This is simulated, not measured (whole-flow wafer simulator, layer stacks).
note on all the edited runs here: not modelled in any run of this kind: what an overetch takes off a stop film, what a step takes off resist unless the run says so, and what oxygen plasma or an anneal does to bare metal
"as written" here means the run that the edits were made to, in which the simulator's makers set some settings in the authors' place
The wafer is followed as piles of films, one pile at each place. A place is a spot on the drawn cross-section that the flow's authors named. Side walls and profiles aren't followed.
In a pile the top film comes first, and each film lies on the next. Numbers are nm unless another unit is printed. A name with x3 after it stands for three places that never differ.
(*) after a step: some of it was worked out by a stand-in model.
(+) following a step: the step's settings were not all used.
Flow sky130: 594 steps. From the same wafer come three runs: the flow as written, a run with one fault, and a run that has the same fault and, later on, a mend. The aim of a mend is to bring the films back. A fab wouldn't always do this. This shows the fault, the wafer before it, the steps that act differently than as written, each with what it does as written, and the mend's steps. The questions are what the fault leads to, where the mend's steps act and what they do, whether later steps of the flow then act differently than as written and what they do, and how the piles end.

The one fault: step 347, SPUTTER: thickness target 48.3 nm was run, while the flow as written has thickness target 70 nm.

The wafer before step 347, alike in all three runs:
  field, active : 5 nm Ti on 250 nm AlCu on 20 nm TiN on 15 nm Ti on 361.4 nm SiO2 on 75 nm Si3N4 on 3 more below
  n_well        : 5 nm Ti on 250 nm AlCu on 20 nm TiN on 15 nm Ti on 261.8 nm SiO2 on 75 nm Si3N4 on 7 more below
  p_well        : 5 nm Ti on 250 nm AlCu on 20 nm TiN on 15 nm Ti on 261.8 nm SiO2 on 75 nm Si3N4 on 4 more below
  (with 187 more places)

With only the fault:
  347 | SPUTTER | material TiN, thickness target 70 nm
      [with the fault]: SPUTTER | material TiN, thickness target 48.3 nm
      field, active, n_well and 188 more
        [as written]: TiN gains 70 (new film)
        [with the fault]: TiN gains 48.3 (new film)
  Steps later in the flow that act otherwise than as written (15 other steps are not shown; they differ only slightly, by no more than 2% or 0.5 nm, whichever is larger):
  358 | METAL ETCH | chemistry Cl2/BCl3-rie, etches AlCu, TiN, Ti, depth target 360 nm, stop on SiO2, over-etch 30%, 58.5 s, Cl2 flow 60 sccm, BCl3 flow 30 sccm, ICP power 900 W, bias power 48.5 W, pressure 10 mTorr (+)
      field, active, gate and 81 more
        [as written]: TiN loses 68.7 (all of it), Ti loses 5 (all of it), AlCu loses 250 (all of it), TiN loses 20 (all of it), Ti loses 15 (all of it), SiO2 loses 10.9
        [with the fault]: TiN loses 47 (all of it), Ti loses 5 (all of it), AlCu loses 250 (all of it), TiN loses 20 (all of it), Ti loses 15 (all of it), SiO2 loses 13.1
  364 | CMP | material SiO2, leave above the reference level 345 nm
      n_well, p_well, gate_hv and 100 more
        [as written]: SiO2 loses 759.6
        [with the fault]: SiO2 loses 737.9
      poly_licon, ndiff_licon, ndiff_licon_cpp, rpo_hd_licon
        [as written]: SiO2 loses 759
        [with the fault]: SiO2 loses 737.3
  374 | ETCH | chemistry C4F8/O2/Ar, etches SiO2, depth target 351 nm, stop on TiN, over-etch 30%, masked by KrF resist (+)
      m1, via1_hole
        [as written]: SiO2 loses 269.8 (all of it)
        [with the fault]: SiO2 loses 291.5 (all of it)
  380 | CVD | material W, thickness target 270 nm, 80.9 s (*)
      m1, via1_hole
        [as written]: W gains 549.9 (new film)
        [with the fault]: W gains 572 (new film)
  By the end, the piles at n_well, p_well, gate_hv and 104 more depart from the flow's by more than 2% or 0.5 nm, whichever is larger.
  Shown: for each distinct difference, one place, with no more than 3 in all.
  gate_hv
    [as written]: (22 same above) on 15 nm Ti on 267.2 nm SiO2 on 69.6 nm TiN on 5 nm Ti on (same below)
    [with the fault]: (22 same above) on 15 nm Ti on 288.9 nm SiO2 on 47.9 nm TiN on 5 nm Ti on (same below)
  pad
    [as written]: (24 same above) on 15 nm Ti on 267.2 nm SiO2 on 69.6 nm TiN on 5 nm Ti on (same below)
    [with the fault]: (24 same above) on 15 nm Ti on 288.9 nm SiO2 on 47.9 nm TiN on 5 nm Ti on (same below)
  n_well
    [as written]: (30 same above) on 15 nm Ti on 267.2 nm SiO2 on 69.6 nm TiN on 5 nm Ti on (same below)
    [with the fault]: (30 same above) on 15 nm Ti on 288.9 nm SiO2 on 47.9 nm TiN on 5 nm Ti on (same below)

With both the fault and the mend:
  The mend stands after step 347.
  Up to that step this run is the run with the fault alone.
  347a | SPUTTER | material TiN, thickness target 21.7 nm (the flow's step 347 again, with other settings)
      field, active, n_well and 188 more
        TiN gains 21.7
  None of the later steps of the flow differs from how it acts as written, at any place that is followed, by more than 2% or 0.5 nm, whichever is larger.
  The piles end the same as the flow's at every place that both follow.
